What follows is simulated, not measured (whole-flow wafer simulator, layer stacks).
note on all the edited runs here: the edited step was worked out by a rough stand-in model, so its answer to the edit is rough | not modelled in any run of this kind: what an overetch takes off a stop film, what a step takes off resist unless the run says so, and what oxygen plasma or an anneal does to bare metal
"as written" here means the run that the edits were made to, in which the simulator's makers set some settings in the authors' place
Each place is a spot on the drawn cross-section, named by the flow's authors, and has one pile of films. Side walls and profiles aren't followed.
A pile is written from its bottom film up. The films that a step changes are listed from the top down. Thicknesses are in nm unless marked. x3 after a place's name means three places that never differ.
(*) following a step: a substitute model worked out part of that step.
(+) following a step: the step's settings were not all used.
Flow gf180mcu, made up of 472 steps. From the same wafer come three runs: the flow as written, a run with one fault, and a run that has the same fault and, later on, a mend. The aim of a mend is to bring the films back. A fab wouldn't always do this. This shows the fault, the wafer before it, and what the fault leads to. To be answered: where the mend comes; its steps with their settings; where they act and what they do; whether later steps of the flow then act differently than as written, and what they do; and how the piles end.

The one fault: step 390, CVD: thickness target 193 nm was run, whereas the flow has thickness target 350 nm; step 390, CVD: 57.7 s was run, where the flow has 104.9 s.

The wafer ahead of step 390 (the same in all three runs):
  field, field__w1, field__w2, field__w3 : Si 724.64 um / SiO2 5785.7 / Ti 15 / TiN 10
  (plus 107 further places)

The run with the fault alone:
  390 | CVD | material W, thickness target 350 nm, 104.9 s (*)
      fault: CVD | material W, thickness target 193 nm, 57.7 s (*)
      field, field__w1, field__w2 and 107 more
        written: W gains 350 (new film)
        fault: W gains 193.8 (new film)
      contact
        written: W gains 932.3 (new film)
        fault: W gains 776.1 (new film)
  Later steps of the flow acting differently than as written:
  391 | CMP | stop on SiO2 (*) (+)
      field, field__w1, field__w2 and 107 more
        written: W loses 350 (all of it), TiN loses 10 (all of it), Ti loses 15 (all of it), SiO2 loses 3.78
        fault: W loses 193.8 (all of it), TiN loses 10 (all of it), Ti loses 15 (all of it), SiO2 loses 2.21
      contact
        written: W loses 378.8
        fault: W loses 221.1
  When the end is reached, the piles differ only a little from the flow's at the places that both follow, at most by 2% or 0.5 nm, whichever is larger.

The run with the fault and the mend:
  After step 390 comes the mend.
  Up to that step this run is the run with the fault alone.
  390a | CVD | material W, thickness target 157 nm, 47.06 s (a further turn of the flow's step 390, with different settings)
      field, field__w1, field__w2 and 108 more
        W gains 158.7
  Every later step of the flow that is run acts as written, at every place that is followed, to within 2% or 0.5 nm, whichever is larger.
  When the end is reached, the piles differ only a little from the flow's at the places that both follow, at most by 2% or 0.5 nm, whichever is larger.
